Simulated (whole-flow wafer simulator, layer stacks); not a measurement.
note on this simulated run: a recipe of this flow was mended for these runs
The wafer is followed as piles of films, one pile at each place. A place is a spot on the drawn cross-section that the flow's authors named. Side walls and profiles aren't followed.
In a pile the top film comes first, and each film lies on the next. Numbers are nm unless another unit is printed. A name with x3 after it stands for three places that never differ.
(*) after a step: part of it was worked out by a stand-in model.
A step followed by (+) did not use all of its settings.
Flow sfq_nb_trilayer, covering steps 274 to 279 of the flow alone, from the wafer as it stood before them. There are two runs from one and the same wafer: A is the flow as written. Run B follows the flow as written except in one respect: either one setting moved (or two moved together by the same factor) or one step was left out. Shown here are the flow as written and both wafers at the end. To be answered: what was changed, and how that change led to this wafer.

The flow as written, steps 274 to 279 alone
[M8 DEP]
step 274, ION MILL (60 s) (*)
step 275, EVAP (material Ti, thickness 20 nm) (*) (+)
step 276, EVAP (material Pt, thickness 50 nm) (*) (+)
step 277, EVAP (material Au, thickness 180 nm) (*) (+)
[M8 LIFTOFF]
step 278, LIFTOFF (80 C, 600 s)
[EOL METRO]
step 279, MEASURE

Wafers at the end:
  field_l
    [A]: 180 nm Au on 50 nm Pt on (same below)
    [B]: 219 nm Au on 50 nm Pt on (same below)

The reason: step 277, EVAP: thickness 219 nm was run, though the flow has thickness 180 nm.
One can read it off the wafer: field_l has Au 219, and step 277 as written asks for 180 nm.

Step by step, how the change led to this:
  step 277, EVAP (material Au, thickness 180 nm) (*) (+)
      field_l, v_sur x3, via_wl x2 and 100 more: A Au gains 180 (new film) | B Au gains 219 (new film)
  step 278, LIFTOFF (80 C, 600 s)
      p4_fl x5, p4_w1 x9, p3_s0 x11 and 49 more: A Au loses 180 (all of it), Pt loses 50 (all of it), Ti loses 20 (all of it), KrF-resist-other-grade loses 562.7 (all of it), lift-off-underlayer loses 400 (all of it) | B Au loses 219 (all of it), Pt loses 50 (all of it), Ti loses 20 (all of it), KrF-resist-other-grade loses 562.7 (all of it), lift-off-underlayer loses 400 (all of it)
      r_sur, res, r_end: A Au loses 180 (all of it), Pt loses 50 (all of it), Ti loses 20 (all of it), KrF-resist-other-grade loses 559.9 (all of it), lift-off-underlayer loses 399.5 (all of it) | B Au loses 219 (all of it), Pt loses 50 (all of it), Ti loses 20 (all of it), KrF-resist-other-grade loses 559.9 (all of it), lift-off-underlayer loses 399.5 (all of it)
      (and at 18 other places as well)
